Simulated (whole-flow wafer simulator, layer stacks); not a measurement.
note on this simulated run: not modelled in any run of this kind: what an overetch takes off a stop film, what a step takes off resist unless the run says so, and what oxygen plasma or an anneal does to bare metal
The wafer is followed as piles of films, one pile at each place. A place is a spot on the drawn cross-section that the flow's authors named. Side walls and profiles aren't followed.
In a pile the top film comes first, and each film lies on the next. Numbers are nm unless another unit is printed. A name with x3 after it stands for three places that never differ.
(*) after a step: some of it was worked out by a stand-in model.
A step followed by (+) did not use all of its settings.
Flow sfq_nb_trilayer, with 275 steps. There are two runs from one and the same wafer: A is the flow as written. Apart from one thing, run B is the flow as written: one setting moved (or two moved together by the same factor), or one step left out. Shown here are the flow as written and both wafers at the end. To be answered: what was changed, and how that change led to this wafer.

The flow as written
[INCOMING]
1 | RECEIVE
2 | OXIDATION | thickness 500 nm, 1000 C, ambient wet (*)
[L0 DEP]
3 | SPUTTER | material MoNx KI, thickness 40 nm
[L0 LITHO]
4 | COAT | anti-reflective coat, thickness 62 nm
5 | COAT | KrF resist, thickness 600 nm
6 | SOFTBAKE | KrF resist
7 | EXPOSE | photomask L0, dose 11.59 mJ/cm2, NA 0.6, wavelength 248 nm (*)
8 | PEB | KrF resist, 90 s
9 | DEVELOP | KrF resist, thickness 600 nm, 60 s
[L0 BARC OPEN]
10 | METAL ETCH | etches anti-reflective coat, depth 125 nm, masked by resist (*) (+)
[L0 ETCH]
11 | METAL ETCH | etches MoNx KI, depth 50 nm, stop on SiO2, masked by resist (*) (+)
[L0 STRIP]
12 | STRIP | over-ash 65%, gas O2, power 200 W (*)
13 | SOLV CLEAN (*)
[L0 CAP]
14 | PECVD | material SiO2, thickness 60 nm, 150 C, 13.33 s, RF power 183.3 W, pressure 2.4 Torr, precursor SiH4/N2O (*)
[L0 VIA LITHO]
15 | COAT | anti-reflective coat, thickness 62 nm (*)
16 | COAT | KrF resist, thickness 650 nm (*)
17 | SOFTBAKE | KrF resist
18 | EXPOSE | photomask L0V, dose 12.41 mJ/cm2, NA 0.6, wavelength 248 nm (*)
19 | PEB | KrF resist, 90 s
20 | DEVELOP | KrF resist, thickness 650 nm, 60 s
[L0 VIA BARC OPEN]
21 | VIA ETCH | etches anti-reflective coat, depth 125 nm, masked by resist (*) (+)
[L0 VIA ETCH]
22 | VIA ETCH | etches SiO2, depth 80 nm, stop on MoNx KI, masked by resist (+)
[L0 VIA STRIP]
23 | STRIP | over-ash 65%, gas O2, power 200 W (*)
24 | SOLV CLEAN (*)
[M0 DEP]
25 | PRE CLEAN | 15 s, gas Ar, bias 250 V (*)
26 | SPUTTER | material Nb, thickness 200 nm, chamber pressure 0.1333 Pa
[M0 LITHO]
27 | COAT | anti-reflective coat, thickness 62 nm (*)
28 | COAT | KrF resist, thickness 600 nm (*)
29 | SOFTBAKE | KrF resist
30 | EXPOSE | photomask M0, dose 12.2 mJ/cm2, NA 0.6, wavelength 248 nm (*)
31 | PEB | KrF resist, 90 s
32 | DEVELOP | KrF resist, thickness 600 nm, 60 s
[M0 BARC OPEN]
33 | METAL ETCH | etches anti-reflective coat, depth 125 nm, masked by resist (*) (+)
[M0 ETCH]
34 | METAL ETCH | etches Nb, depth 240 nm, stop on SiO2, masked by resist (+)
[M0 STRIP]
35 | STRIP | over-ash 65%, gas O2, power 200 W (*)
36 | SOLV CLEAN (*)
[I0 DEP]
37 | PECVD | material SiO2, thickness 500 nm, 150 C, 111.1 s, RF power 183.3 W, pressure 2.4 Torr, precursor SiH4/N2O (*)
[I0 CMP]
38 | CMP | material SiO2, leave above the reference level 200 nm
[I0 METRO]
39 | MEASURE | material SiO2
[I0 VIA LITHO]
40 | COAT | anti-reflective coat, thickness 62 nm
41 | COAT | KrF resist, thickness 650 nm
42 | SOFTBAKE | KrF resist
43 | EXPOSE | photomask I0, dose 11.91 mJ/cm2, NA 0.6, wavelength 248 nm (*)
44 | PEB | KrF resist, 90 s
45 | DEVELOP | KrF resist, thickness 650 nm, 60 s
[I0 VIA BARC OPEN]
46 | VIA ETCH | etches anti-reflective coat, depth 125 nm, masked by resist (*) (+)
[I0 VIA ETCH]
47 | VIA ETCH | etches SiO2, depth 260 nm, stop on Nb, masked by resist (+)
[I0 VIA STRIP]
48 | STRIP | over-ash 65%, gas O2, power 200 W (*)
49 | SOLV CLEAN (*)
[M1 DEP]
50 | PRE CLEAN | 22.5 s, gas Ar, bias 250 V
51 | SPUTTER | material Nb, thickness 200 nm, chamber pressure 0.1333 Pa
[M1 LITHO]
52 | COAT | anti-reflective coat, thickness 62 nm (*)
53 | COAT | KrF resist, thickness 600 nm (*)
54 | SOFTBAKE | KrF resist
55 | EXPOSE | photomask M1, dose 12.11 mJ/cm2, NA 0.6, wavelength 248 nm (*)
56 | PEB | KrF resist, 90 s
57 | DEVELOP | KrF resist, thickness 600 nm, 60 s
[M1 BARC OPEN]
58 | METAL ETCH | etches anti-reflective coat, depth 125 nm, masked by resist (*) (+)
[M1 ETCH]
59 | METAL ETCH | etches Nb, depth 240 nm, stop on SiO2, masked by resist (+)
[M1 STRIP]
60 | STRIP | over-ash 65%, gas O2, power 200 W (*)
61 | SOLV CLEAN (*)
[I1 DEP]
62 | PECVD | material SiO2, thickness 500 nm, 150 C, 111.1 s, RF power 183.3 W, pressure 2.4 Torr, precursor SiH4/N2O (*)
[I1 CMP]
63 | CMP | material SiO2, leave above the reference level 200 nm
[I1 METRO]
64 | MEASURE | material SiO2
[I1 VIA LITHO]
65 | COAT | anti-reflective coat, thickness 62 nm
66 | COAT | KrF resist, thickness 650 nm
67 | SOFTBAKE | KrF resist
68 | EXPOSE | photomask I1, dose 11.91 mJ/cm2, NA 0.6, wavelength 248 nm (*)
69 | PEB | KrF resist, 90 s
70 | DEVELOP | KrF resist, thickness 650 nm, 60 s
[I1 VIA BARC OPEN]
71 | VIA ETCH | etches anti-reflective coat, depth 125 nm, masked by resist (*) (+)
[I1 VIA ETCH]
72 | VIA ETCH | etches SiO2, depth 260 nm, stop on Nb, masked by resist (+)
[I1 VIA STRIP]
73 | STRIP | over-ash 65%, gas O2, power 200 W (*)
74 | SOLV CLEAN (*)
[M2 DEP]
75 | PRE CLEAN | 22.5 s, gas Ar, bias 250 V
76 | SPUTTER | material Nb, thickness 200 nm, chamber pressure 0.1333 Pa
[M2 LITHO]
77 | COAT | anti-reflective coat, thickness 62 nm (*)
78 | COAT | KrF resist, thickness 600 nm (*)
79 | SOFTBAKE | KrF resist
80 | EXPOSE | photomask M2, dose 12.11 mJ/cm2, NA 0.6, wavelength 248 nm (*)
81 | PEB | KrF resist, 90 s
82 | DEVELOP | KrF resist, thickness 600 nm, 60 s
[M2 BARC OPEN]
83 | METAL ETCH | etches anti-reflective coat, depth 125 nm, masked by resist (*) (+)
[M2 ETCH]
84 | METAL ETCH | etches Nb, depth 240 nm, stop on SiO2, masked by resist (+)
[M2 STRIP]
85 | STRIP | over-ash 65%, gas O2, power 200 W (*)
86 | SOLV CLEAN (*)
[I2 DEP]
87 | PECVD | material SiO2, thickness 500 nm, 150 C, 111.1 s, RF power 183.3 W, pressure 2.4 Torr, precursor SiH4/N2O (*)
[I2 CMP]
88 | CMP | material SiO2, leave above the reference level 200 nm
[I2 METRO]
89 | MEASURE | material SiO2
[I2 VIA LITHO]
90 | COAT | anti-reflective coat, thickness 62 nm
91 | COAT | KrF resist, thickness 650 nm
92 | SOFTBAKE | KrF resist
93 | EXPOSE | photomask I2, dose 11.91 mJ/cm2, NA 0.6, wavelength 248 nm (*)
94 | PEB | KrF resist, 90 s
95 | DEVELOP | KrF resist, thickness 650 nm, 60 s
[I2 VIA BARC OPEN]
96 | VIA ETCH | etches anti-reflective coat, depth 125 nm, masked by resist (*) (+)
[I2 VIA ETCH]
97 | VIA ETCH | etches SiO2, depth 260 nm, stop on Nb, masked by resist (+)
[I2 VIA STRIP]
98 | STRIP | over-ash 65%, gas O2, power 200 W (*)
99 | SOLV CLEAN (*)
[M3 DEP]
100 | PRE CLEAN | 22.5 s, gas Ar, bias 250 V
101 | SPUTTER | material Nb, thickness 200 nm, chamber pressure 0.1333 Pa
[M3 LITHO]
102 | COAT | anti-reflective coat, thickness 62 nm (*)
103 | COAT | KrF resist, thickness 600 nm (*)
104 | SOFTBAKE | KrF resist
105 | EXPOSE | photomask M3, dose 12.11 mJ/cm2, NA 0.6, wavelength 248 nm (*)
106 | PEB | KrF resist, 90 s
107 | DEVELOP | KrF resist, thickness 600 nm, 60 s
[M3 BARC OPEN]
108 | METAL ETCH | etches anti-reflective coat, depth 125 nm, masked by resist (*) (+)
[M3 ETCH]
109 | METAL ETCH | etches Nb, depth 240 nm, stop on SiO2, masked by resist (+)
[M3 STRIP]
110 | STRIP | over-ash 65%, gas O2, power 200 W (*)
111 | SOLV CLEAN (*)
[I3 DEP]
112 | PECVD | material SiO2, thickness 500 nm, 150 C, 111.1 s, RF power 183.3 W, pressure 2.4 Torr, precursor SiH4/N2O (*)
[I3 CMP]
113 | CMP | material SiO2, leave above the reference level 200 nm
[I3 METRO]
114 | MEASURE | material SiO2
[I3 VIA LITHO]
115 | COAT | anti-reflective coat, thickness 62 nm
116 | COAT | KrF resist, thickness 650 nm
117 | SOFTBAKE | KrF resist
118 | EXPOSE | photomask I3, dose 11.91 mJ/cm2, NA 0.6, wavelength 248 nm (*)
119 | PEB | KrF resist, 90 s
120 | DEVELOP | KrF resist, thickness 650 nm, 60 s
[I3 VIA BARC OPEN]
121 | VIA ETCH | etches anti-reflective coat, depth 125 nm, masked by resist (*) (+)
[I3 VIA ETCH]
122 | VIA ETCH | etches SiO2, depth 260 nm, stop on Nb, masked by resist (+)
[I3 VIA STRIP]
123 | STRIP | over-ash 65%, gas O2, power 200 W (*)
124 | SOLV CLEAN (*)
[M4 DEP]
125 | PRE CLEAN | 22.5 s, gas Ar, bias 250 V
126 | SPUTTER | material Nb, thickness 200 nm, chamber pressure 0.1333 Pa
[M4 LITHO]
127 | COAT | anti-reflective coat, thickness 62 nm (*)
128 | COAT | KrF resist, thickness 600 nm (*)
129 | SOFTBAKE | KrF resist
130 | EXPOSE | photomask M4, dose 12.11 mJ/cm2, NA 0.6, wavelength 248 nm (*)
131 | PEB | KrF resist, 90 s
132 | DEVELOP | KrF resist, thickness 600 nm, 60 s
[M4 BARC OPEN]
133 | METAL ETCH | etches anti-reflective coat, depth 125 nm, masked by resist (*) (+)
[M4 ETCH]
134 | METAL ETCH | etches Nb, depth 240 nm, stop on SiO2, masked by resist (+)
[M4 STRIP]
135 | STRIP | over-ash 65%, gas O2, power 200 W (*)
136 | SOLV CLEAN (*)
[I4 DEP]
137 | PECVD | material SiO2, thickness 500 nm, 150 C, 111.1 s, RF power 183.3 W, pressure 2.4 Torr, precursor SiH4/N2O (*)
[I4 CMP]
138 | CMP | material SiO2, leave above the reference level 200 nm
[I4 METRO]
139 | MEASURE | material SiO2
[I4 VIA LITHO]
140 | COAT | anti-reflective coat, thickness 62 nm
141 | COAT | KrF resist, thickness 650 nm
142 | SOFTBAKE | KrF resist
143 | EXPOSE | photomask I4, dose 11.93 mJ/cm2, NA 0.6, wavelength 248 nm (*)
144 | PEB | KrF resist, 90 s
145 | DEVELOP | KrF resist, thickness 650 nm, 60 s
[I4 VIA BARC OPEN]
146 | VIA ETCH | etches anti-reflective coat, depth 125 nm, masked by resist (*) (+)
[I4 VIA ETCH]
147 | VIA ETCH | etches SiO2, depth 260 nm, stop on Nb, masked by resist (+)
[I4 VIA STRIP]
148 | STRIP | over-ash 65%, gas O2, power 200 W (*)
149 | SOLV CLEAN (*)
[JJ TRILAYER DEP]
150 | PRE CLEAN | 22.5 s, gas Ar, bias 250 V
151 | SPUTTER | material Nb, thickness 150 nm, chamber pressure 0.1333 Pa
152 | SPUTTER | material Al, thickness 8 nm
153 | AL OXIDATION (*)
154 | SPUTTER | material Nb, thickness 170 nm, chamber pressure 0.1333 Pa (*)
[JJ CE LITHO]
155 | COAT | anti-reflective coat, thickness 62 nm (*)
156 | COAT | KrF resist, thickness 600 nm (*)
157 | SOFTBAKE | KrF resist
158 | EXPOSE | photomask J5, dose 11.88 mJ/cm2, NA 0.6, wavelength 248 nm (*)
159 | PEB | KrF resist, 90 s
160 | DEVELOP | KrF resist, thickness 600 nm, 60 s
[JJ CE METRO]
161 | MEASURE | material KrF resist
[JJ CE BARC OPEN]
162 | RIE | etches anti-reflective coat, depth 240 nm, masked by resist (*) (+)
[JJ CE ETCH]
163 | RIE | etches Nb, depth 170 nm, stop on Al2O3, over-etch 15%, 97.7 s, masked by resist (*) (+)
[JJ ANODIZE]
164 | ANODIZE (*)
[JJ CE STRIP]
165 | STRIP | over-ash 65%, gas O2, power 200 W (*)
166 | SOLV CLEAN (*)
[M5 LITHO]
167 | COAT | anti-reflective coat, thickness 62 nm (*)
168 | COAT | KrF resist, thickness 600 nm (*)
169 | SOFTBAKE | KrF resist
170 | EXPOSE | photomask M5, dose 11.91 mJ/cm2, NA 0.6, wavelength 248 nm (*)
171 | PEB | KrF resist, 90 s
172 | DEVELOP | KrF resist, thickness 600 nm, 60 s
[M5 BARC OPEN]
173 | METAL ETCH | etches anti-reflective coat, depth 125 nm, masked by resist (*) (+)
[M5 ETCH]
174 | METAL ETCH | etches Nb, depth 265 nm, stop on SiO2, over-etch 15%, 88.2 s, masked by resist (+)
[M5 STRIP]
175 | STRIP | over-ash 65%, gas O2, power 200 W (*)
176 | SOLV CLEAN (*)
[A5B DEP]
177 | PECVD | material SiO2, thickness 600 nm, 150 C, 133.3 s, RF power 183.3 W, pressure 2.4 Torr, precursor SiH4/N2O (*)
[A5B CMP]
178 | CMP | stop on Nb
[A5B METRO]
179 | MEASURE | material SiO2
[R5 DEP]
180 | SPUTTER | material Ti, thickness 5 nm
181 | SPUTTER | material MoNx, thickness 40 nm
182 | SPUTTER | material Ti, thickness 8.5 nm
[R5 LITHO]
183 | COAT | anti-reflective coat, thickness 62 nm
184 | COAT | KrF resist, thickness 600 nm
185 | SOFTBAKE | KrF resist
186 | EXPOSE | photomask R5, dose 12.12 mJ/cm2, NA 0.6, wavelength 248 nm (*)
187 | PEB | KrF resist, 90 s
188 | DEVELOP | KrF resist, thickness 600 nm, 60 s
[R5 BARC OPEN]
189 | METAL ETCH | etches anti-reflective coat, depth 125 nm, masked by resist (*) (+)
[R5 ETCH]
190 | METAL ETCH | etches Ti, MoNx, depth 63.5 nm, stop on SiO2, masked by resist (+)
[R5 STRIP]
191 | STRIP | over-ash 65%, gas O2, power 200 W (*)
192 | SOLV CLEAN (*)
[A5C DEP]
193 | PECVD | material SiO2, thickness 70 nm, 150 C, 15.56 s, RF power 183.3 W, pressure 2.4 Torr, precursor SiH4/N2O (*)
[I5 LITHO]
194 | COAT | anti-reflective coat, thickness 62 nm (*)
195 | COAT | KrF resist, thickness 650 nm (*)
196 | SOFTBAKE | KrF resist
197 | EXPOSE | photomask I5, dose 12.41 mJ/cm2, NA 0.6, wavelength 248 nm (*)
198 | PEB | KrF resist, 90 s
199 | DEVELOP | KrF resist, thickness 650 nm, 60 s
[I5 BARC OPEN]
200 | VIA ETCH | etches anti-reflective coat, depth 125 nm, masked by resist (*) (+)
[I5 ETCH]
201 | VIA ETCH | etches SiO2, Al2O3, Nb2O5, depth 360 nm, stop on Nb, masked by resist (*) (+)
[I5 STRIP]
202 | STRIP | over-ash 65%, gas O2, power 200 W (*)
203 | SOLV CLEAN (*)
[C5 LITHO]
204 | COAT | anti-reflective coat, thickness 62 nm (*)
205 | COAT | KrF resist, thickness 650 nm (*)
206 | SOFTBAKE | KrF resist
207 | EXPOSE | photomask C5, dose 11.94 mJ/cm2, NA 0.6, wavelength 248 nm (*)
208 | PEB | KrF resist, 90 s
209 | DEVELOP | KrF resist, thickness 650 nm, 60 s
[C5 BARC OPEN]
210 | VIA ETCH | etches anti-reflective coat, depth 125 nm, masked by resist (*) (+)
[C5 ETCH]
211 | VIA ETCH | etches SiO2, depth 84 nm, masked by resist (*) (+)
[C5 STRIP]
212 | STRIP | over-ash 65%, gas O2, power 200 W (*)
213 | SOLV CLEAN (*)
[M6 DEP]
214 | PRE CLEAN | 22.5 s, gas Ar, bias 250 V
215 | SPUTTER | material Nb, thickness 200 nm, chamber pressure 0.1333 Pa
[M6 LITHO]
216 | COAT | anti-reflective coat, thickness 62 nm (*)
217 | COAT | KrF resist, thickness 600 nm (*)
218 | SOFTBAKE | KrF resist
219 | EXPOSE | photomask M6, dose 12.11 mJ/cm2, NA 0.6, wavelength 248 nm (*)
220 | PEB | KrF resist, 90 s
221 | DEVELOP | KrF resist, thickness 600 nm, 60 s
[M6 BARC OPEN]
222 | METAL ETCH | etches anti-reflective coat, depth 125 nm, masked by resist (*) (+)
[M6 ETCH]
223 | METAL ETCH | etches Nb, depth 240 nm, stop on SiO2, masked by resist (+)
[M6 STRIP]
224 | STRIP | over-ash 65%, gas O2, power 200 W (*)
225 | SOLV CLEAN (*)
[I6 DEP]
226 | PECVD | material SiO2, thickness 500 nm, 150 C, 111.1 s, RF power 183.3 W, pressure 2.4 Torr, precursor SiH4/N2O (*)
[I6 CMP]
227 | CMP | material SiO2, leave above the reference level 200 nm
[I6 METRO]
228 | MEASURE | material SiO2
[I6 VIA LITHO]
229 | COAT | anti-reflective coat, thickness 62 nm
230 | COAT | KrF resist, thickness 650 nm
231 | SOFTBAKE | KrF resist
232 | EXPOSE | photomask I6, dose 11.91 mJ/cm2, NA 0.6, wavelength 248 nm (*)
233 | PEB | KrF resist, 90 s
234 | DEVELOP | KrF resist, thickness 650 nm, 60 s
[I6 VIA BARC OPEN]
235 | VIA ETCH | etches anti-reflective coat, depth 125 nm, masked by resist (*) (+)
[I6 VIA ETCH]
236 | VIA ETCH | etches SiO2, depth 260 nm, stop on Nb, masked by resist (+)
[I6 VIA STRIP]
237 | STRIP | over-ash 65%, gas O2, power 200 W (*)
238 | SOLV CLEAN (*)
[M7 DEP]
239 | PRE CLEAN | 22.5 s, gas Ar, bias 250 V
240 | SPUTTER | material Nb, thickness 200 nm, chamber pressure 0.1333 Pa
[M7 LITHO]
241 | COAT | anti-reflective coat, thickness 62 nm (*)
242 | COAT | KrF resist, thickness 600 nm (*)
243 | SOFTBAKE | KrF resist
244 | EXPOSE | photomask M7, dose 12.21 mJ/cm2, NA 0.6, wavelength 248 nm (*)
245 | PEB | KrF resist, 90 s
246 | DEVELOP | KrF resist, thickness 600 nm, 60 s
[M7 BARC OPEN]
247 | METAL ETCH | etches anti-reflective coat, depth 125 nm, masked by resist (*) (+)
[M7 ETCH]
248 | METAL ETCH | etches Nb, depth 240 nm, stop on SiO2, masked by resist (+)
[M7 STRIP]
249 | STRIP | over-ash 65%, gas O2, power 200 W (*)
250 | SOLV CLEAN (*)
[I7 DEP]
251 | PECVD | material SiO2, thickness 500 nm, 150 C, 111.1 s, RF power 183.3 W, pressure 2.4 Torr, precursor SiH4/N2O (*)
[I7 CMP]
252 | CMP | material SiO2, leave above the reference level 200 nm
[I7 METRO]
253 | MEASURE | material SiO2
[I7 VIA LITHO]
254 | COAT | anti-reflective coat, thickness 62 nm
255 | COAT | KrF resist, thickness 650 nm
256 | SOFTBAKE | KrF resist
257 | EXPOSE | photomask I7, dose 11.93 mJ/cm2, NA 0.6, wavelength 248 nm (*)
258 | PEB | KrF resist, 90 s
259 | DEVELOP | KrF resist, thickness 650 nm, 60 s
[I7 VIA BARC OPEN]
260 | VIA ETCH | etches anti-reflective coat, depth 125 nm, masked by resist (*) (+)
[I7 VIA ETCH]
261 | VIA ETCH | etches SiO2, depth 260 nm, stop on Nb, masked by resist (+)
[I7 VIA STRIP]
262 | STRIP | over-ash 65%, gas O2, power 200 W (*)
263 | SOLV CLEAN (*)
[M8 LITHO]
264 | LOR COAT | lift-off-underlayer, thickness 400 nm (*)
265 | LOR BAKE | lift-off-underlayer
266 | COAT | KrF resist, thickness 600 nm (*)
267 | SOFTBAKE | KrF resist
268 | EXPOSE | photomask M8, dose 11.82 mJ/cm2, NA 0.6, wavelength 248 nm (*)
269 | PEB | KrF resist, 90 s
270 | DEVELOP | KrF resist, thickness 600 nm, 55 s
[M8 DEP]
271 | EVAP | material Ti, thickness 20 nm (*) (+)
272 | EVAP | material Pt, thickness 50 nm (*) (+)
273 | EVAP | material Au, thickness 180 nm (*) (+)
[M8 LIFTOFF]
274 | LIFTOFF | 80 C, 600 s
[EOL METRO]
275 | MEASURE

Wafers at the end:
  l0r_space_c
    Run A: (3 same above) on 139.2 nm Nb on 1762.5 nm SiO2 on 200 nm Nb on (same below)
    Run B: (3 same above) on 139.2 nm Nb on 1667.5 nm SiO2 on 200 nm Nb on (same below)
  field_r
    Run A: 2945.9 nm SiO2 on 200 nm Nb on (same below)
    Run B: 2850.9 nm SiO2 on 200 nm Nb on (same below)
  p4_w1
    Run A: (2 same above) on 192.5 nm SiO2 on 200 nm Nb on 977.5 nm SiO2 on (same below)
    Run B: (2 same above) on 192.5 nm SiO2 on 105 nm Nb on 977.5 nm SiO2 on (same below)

Cause: step 101, SPUTTER: thickness 105 nm was run, whereas the flow has thickness 200 nm.
One can read it off the wafer: p4_w1 has Nb 105, and step 101 as written asks for 200 nm.

Step by step, how the change led to this:
  101 | SPUTTER | material Nb, thickness 200 nm, chamber pressure 0.1333 Pa
      field_l, v_sur, via_wl and 102 more: A Nb gains 200 (new film) | B Nb gains 105 (new film)
      via_w: A Nb gains 165.5 | B Nb gains 86.6
  102 | COAT | anti-reflective coat, thickness 62 nm (*)
      via_wl, via_wr: A anti-reflective coat gains 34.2 (new film) | B anti-reflective coat gains 32.9 (new film)
      via_w: A anti-reflective coat gains 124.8 (new film) | B anti-reflective coat gains 120.1 (new film)
  109 | METAL ETCH | etches Nb, depth 240 nm, stop on SiO2, masked by resist (+)
      field_l, be, be_sur and 72 more: A Nb loses 200 (all of it) | B Nb loses 105 (all of it)
      v_sur, via_wl, via_w and 28 more: A KrF resist loses 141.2 | B KrF resist loses 92.6
  110 | STRIP | over-ash 65%, gas O2, power 200 W (*)
      p4_w1, p4_w2, p4_w3 and 21 more: A KrF resist loses 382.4 (all of it), anti-reflective coat loses 62 (all of it) | B KrF resist loses 430.9 (all of it), anti-reflective coat loses 62 (all of it)
      via_wl, via_wr: A KrF resist loses 384.2 (all of it), anti-reflective coat loses 34.2 (all of it) | B KrF resist loses 435.2 (all of it), anti-reflective coat loses 32.9 (all of it)
      (as well as at 5 more places)
  112 | PECVD | material SiO2, thickness 500 nm, 150 C, 111.1 s, RF power 183.3 W, pressure 2.4 Torr, precursor SiH4/N2O (*)
      p4_g1, p4_g2, p3_s0, p3_s1, p3_s2, p3_s3, p3_s4, p3_s5: A SiO2 gains 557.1 | B SiO2 gains 500
      via_w: A SiO2 gains 615 (new film) | B SiO2 gains 588.6 (new film)
  113 | CMP | material SiO2, leave above the reference level 200 nm
      field_l, be, be_sur and 64 more: A SiO2 loses 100 | B SiO2 loses 195
      p4_g1, p4_g2, p3_s0, p3_s1, p3_s2, p3_s3, p3_s4, p3_s5: A SiO2 loses 157.1 | B SiO2 loses 195
      (as well as at 1 more place)
